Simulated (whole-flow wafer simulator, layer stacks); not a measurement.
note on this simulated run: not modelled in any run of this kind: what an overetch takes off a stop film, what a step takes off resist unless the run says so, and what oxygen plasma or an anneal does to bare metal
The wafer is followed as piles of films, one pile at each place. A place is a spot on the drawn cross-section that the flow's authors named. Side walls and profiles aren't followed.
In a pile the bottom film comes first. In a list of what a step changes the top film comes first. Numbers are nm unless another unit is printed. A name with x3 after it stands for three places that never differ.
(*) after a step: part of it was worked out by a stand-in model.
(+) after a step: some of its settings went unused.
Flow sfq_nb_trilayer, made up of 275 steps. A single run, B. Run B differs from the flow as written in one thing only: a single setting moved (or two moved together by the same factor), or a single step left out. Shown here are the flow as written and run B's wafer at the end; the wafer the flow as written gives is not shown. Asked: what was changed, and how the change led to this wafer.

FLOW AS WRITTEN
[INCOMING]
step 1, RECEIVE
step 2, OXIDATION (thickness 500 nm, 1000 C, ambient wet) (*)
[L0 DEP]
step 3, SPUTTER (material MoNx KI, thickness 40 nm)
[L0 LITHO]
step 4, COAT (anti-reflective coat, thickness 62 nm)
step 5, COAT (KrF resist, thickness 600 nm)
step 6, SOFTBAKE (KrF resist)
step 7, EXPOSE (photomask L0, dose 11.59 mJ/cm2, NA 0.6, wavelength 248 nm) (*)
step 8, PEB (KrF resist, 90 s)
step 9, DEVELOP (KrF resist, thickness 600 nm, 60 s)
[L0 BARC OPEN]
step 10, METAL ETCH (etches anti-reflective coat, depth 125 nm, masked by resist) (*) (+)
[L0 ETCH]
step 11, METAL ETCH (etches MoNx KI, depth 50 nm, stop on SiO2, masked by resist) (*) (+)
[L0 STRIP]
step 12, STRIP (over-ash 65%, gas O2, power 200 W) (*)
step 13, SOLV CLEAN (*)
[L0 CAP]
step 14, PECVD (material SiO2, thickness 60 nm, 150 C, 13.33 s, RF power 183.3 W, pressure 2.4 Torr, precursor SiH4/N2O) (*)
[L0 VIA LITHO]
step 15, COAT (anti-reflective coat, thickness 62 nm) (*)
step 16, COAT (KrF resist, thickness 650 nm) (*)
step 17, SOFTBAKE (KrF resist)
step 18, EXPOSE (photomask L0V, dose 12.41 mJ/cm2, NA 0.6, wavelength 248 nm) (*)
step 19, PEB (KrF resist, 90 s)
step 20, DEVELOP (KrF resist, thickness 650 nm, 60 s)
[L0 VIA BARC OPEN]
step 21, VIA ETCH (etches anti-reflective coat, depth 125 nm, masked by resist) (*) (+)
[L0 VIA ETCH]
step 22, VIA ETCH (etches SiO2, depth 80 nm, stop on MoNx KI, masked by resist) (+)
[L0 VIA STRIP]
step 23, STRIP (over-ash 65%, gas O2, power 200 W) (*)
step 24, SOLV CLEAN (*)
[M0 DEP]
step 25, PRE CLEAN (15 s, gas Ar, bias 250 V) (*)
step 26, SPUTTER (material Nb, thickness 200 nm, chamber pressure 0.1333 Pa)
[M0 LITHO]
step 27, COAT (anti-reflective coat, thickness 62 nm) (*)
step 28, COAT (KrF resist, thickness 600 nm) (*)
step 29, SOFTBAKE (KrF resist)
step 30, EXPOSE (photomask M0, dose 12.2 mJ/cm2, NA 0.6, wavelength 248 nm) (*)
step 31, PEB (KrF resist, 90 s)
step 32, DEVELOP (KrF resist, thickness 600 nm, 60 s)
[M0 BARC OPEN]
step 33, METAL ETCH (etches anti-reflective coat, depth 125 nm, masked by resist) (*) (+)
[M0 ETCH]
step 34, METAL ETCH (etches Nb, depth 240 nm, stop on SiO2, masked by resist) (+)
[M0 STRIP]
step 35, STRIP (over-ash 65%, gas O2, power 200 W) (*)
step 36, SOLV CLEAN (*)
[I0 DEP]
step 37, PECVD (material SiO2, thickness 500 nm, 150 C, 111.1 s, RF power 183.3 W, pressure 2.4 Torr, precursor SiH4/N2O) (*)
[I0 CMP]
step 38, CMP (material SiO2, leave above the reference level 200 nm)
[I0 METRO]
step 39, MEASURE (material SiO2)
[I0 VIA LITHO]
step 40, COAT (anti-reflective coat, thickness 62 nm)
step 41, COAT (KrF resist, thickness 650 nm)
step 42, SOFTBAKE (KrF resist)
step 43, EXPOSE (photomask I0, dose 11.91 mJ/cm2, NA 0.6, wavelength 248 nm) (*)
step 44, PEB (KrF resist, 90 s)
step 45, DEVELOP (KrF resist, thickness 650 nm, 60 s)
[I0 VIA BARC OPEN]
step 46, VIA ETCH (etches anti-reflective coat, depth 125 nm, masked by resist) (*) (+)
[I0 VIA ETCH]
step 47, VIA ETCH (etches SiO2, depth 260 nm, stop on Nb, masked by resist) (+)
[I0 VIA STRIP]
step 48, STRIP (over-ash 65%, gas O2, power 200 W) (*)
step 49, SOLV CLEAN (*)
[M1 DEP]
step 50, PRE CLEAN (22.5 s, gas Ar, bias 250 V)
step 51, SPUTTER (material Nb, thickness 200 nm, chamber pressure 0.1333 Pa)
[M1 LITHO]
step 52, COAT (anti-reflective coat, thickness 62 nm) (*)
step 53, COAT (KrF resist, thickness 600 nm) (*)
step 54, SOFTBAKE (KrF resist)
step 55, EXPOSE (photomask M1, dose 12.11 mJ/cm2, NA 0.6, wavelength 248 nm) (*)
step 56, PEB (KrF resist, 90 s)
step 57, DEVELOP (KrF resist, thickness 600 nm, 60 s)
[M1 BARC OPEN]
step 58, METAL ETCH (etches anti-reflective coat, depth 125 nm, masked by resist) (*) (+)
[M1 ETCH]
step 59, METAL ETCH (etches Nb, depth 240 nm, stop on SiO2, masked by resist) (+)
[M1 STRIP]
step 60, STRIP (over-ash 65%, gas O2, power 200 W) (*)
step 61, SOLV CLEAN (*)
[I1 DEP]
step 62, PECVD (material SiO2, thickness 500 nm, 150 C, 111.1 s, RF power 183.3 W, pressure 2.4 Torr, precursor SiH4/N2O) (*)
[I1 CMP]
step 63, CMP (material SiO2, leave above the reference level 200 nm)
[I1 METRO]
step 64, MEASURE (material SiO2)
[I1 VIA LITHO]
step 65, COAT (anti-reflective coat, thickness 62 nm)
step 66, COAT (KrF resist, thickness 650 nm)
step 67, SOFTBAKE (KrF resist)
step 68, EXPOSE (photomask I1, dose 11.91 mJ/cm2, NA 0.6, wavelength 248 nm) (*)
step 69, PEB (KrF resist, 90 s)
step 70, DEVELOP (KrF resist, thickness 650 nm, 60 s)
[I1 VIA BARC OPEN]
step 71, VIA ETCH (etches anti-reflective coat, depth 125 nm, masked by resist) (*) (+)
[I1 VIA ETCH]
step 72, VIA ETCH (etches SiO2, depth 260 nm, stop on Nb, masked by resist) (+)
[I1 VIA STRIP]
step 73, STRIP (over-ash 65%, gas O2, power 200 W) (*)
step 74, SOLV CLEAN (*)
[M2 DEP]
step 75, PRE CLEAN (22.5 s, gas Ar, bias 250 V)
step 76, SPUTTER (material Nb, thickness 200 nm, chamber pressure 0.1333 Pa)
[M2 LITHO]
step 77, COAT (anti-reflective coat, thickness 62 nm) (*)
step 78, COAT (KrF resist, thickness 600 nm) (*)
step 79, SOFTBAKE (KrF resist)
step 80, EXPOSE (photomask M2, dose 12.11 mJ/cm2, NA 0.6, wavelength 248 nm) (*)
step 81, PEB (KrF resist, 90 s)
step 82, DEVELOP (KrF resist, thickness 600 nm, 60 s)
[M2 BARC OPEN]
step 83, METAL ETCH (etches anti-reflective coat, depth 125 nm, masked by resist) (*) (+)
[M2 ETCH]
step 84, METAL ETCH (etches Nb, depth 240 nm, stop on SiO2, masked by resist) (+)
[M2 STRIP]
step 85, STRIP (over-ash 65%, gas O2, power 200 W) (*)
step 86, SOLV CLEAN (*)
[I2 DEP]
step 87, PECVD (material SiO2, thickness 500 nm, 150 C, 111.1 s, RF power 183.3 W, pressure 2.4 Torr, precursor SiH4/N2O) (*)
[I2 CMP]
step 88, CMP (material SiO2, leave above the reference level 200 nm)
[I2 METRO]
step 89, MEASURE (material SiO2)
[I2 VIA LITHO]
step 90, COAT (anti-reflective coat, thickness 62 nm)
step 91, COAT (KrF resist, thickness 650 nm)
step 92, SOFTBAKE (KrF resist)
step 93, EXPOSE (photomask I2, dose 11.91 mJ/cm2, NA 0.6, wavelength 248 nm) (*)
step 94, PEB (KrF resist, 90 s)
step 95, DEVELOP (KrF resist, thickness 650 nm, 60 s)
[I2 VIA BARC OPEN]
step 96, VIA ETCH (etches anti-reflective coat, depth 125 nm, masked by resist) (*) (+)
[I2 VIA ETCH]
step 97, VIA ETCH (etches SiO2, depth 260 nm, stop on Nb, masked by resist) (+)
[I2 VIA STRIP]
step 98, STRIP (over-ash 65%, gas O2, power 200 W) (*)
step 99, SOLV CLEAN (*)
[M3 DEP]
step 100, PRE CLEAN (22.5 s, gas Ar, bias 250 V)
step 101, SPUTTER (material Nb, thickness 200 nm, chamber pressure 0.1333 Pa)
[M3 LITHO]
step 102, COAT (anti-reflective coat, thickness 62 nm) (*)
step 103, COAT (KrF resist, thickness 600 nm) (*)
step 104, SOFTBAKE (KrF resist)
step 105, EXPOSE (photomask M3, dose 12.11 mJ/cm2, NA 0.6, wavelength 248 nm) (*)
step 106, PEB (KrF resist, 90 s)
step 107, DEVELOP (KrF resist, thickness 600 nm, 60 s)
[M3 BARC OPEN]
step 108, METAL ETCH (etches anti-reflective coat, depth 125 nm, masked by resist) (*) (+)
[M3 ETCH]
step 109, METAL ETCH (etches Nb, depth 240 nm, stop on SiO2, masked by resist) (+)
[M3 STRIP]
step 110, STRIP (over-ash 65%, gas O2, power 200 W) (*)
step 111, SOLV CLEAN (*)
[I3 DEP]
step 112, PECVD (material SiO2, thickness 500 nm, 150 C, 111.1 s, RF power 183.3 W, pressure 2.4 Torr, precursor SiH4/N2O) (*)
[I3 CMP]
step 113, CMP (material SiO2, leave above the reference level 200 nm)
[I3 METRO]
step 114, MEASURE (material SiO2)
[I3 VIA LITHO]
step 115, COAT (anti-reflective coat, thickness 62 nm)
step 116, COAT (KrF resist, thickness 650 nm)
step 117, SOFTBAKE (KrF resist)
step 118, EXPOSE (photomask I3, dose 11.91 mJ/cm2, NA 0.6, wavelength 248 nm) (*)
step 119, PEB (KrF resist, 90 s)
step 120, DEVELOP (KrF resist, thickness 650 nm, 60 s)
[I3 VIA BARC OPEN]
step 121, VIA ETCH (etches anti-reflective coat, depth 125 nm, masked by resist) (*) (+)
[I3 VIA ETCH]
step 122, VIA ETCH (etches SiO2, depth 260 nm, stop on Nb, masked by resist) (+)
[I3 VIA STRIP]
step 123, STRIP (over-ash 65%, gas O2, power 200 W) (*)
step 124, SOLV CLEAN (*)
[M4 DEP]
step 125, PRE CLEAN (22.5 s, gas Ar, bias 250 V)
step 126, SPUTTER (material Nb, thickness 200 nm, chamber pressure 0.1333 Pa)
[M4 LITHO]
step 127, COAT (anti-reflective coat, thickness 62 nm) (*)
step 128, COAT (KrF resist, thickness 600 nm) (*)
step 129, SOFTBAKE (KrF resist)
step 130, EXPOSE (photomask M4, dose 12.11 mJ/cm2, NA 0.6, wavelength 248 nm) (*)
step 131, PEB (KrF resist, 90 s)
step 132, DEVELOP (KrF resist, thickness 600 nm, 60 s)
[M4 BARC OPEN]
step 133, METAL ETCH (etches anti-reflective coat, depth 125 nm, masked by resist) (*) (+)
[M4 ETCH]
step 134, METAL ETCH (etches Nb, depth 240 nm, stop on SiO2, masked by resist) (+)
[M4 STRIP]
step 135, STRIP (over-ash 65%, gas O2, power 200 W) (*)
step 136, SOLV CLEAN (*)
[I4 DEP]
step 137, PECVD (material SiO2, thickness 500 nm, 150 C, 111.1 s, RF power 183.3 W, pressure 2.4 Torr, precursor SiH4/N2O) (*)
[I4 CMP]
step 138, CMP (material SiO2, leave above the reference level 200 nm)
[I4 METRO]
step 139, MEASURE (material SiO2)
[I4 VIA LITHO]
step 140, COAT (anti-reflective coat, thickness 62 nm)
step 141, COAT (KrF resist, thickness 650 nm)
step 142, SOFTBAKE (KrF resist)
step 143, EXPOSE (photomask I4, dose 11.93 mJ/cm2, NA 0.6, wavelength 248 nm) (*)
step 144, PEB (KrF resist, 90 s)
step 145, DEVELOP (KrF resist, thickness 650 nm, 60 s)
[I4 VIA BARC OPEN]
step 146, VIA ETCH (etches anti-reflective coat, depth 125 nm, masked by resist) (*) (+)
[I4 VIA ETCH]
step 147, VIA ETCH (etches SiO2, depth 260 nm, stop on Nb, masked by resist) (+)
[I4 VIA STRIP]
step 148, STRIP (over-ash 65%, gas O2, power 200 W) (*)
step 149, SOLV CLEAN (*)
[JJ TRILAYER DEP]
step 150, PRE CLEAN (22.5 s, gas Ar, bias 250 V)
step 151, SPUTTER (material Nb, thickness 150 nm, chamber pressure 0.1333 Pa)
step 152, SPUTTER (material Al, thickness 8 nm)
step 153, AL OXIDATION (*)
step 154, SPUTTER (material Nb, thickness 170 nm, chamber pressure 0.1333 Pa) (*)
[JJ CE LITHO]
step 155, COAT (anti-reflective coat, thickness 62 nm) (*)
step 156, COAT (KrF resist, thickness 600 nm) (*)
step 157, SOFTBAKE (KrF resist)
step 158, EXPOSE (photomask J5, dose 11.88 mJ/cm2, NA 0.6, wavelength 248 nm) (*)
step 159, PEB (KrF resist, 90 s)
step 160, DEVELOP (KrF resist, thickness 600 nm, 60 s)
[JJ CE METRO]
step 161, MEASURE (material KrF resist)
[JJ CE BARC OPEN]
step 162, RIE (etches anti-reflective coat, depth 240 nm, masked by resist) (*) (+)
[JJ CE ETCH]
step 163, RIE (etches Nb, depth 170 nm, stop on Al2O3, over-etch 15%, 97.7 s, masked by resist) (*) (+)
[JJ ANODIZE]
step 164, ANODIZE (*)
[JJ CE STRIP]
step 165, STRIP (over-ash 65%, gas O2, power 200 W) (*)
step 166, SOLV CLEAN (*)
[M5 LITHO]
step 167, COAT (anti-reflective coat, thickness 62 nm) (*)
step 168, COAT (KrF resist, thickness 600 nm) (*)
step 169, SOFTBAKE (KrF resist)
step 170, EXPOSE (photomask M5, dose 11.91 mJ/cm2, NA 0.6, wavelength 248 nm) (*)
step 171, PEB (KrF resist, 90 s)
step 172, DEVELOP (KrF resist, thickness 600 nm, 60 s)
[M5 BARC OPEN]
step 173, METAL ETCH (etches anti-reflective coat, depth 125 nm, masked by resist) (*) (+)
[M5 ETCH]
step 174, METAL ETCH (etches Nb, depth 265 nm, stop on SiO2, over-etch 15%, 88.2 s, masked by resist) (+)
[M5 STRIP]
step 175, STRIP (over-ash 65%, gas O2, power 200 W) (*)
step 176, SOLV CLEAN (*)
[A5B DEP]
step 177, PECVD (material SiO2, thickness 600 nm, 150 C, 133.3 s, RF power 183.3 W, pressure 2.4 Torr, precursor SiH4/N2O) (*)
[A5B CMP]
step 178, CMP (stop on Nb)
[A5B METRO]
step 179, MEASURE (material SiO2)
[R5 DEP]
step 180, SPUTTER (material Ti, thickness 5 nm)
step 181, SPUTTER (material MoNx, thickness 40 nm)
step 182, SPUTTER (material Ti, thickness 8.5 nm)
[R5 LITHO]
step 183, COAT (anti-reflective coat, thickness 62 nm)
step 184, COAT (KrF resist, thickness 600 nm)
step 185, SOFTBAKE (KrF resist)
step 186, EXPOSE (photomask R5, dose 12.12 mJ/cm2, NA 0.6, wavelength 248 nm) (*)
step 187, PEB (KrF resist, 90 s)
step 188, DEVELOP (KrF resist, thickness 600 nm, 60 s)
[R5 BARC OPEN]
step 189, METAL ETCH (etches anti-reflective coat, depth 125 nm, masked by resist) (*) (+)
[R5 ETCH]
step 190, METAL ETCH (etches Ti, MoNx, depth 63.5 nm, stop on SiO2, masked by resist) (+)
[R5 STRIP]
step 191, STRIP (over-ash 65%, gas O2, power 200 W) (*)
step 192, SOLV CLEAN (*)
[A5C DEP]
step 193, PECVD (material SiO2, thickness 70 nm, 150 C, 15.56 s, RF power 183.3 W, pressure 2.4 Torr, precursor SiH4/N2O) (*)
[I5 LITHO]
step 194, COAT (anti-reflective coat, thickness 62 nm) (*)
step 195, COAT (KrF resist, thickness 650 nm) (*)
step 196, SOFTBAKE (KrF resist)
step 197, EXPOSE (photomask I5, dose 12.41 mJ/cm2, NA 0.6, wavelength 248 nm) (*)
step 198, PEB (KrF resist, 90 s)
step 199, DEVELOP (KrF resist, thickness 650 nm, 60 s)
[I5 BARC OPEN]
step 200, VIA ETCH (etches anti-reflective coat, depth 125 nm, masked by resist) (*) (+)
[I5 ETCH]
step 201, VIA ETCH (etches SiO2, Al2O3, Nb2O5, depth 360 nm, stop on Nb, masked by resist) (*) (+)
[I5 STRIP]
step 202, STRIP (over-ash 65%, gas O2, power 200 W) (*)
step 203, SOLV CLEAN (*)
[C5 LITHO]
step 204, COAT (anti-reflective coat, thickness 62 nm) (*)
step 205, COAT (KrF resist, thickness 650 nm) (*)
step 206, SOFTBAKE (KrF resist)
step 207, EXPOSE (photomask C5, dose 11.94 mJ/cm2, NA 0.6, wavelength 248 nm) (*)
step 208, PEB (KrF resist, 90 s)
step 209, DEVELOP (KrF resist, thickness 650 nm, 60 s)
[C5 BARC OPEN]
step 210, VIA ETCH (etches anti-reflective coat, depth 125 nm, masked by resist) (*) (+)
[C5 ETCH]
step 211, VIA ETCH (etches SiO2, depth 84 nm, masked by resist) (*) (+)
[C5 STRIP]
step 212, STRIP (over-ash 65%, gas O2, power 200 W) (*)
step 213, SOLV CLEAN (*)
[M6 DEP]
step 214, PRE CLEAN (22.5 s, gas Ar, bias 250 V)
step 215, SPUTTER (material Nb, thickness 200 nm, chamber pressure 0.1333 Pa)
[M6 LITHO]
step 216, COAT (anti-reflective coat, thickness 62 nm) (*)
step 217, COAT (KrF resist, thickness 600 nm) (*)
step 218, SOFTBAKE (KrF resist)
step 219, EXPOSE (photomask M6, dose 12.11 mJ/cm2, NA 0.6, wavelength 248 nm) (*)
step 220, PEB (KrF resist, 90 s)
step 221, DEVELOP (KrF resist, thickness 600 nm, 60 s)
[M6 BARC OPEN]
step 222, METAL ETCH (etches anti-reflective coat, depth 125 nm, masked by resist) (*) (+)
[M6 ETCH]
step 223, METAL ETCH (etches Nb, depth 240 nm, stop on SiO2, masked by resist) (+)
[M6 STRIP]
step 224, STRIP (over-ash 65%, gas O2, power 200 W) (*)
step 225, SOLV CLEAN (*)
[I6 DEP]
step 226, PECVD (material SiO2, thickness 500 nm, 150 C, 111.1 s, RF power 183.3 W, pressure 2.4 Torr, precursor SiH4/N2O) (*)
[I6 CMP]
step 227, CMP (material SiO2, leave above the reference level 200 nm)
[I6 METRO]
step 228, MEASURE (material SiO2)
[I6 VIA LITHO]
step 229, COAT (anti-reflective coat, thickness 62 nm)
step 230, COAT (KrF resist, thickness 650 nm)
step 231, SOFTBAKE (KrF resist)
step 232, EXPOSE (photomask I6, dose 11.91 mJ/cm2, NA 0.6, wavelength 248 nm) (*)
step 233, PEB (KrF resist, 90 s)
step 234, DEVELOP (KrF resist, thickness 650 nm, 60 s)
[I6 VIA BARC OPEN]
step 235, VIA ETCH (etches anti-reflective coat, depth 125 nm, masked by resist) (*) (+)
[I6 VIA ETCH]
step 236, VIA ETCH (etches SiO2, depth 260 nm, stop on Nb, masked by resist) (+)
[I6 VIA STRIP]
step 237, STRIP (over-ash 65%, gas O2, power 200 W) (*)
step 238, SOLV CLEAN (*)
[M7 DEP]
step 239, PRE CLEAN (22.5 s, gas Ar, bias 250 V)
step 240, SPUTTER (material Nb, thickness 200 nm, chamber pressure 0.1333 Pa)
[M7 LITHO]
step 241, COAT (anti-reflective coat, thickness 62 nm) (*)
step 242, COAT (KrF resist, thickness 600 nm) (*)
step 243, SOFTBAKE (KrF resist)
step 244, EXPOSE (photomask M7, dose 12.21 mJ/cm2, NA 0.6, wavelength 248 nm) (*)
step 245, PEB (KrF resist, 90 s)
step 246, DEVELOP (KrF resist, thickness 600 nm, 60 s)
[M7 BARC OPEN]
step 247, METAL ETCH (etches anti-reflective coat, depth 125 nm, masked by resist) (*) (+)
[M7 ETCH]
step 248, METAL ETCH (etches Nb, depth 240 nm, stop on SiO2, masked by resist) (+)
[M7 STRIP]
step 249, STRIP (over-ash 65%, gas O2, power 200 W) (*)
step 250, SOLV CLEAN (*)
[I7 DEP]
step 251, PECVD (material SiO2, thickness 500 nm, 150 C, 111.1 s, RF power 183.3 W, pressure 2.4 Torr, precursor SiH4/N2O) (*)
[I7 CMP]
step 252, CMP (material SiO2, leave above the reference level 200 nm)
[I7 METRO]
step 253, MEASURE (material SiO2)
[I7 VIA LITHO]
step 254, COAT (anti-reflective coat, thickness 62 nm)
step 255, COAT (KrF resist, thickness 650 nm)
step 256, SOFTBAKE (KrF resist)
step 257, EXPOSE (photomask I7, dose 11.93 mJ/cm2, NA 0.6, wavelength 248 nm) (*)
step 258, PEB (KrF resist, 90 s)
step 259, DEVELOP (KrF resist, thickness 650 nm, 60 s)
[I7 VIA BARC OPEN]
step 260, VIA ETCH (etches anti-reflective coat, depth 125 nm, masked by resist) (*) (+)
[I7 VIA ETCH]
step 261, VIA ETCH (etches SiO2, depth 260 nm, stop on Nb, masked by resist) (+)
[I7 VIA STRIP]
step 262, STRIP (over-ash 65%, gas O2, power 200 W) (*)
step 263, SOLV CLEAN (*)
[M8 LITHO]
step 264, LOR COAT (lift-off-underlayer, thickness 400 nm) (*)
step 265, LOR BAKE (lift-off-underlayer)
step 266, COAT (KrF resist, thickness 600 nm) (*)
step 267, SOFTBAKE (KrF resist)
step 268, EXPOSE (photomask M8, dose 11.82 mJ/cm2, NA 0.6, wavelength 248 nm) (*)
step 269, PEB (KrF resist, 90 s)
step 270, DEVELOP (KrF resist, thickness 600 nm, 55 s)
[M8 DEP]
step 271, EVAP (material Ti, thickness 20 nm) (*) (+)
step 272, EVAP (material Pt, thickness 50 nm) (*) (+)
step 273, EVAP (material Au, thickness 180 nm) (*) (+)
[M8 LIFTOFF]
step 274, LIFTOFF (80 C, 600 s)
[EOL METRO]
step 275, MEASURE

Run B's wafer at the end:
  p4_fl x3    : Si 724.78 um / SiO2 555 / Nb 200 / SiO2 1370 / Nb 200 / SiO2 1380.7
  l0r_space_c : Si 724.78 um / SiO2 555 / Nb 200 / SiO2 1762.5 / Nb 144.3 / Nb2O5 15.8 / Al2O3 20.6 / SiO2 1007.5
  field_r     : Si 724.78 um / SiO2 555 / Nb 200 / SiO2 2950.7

What caused this: step 152, SPUTTER: thickness 12.8 nm was run, whereas the flow has thickness 8 nm.

The path from the change to this, step by step:
  step 152, SPUTTER (material Al, thickness 8 nm)
      field_l, v_sur, via_sp and 100 more: +12.8 Al (new film) (as written it would have been: +8 Al (new film))
      via_wl, via_wr: +8.22 Al (new film) (as written it would have been: +5.14 Al (new film))
      (and at 1 other place as well)
  step 155, COAT (anti-reflective coat, thickness 62 nm) (*)
      via_wl, via_wr: +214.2 anti-reflective coat (new film) (as written it would have been: +209.4 anti-reflective coat (new film))
  step 162, RIE (etches anti-reflective coat, depth 240 nm, masked by resist) (*) (+)
      ce_l, c5j, ce_r, wl_jj: -214.2 KrF resist (as written it would have been: -209.4 KrF resist)
      via_wl, via_wr: -214.2 anti-reflective coat (all of it) (as written it would have been: -209.4 anti-reflective coat (all of it))
  step 164, ANODIZE (*)
      field_l, v_sur, via_sp and 96 more: +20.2 Al2O3, +15.8 Nb2O5 (new film), -12.2 Al (all of it), -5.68 Nb (as written it would have been: +12.2 Al2O3, +29.9 Nb2O5 (new film), -7.42 Al (all of it), -10.8 Nb)
      via_wl, via_wr: +12.6 Al2O3 (new film), +30.1 Nb2O5 (new film), -7.64 Al (all of it), -10.8 Nb (as written it would have been: +7.52 Al2O3 (new film), +39.2 Nb2O5 (new film), -4.56 Al (all of it), -14.1 Nb)
      (and at 1 other place as well)
  step 167, COAT (anti-reflective coat, thickness 62 nm) (*)
      ce_l: +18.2 anti-reflective coat (new film) (as written it would have been: +19.6 anti-reflective coat (new film))
      c5j: +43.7 anti-reflective coat (new film) (as written it would have been: +44.7 anti-reflective coat (new film))
      (and at 1 other place as well)
  step 174, METAL ETCH (etches Nb, depth 265 nm, stop on SiO2, over-etch 15%, 88.2 s, masked by resist) (+)
      field_l, r_sur, res and 50 more: -20.5 Al2O3 (all of it), -15.8 Nb2O5 (all of it), -144.3 Nb (all of it), -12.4 SiO2 (as written it would have been: -12.6 Al2O3 (all of it), -29.9 Nb2O5 (all of it), -139.2 Nb (all of it), -12.3 SiO2)
  step 175, STRIP (over-ash 65%, gas O2, power 200 W) (*)
      ce_l: -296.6 KrF resist (all of it), -18.2 anti-reflective coat (all of it) (as written it would have been: -299.6 KrF resist (all of it), -19.6 anti-reflective coat (all of it))
      c5j: -275.7 KrF resist (all of it), -43.7 anti-reflective coat (all of it) (as written it would have been: -279 KrF resist (all of it), -44.7 anti-reflective coat (all of it))
      (and at 1 other place as well)
  step 178, CMP (stop on Nb)
      via_wl, via_wr: -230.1 SiO2 (as written it would have been: -235.7 SiO2)
      via_w: -229.4 SiO2 (as written it would have been: -235.2 SiO2)
  step 201, VIA ETCH (etches SiO2, Al2O3, Nb2O5, depth 360 nm, stop on Nb, masked by resist) (*) (+)
      be: -222.3 SiO2 (all of it), -20.6 Al2O3 (all of it), -15.8 Nb2O5 (all of it) (as written it would have been: -216.4 SiO2 (all of it), -12.7 Al2O3 (all of it), -29.9 Nb2O5 (all of it))
